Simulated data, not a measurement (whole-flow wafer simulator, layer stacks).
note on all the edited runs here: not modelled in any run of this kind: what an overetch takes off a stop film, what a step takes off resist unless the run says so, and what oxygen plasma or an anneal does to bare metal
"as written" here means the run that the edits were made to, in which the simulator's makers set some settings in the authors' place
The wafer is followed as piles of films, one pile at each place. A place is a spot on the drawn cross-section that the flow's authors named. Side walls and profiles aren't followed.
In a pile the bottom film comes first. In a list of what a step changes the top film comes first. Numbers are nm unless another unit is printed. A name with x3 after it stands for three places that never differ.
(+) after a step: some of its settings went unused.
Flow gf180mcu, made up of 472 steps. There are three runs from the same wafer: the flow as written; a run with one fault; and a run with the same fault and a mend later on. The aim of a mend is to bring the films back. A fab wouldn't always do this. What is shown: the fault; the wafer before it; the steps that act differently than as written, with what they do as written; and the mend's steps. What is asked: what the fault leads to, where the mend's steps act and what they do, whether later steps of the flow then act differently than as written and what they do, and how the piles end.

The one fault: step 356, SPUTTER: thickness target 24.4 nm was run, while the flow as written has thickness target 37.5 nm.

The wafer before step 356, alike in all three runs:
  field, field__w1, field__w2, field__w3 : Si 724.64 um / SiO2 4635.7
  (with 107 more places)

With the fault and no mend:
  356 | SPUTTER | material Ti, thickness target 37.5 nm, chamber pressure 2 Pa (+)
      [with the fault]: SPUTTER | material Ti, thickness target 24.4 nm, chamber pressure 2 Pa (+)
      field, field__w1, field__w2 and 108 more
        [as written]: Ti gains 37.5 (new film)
        [with the fault]: Ti gains 24.4 (new film)
  Steps further on in the flow that do not act as written:
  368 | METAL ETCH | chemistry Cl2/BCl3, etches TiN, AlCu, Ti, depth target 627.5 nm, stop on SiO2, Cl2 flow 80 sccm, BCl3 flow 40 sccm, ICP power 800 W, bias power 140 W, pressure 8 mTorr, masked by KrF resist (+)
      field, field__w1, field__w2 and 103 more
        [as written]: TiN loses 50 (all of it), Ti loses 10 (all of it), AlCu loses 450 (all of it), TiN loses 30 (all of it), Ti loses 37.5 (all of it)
        [with the fault]: TiN loses 50 (all of it), Ti loses 10 (all of it), AlCu loses 450 (all of it), TiN loses 30 (all of it), Ti loses 24.4 (all of it)
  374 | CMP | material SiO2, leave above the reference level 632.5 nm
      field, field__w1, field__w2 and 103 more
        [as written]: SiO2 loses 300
        [with the fault]: SiO2 loses 313.1
  By the end, the piles at field__w8, contact, m1, m1__w1, m1_nw depart from the flow's by more than 2% or 0.5 nm, whichever is larger.
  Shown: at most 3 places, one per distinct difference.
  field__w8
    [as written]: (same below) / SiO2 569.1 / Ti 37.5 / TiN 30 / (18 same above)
    [with the fault]: (same below) / SiO2 569.1 / Ti 24.4 / TiN 30 / (18 same above)
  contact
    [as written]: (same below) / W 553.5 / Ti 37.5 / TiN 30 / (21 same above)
    [with the fault]: (same below) / W 553.5 / Ti 24.4 / TiN 30 / (21 same above)

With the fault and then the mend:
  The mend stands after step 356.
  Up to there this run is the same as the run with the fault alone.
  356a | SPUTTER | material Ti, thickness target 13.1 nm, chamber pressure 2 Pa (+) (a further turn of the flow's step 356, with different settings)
      field, field__w1, field__w2 and 108 more
        Ti gains 13.1
  Every later step of the flow that is run acts as written at every place that is followed.
  By the end, the piles equal the flow's at every place that both follow.
